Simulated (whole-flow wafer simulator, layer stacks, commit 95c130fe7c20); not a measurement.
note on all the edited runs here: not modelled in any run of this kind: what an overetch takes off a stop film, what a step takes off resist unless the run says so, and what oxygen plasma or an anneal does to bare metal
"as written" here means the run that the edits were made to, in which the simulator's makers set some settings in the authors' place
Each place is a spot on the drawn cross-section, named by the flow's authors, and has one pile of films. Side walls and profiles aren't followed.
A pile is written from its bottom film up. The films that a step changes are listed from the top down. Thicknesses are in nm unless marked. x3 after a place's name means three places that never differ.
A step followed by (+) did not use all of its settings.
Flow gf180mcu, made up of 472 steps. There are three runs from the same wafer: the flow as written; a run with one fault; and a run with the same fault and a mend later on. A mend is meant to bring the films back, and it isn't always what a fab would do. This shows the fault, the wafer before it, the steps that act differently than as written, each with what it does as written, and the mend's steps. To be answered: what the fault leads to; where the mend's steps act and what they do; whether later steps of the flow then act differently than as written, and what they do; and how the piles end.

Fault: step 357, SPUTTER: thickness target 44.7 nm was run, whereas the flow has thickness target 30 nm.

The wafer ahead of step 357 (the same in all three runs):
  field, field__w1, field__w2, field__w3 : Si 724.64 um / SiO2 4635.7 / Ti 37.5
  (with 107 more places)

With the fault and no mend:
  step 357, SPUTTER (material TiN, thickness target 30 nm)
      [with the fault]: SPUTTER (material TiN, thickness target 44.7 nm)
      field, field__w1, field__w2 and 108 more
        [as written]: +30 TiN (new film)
        [with the fault]: +44.7 TiN (new film)
  Later steps of the flow acting differently than as written:
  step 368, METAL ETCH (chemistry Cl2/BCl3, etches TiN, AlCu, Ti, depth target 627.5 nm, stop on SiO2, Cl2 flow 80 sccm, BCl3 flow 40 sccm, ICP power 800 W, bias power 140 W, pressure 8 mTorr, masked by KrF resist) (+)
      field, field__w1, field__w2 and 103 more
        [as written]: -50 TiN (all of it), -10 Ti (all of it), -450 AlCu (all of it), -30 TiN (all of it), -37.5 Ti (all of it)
        [with the fault]: -50 TiN (all of it), -10 Ti (all of it), -450 AlCu (all of it), -44.7 TiN (all of it), -37.5 Ti (all of it)
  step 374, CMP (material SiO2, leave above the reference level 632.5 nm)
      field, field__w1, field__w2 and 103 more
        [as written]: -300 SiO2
        [with the fault]: -285.3 SiO2
  By the end, the piles at field__w8, contact, m1, m1__w1, m1_nw depart from the flow's by more than 2% or 0.5 nm, whichever is larger.
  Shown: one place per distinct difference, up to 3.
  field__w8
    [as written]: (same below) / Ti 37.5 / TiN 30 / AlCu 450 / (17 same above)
    [with the fault]: (same below) / Ti 37.5 / TiN 44.7 / AlCu 450 / (17 same above)
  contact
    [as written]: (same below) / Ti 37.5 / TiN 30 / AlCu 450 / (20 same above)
    [with the fault]: (same below) / Ti 37.5 / TiN 44.7 / AlCu 450 / (20 same above)

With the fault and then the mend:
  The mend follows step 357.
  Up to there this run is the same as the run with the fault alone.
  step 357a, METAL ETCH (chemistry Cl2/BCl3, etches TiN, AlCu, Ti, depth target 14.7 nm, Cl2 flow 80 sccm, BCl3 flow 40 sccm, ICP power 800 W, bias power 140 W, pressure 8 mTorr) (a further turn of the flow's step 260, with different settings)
      field, field__w1, field__w2 and 108 more
        -14.7 TiN
  Later steps of the flow that are run all act as written at every place that is followed.
  The piles end the same as the flow's at every place that both follow.
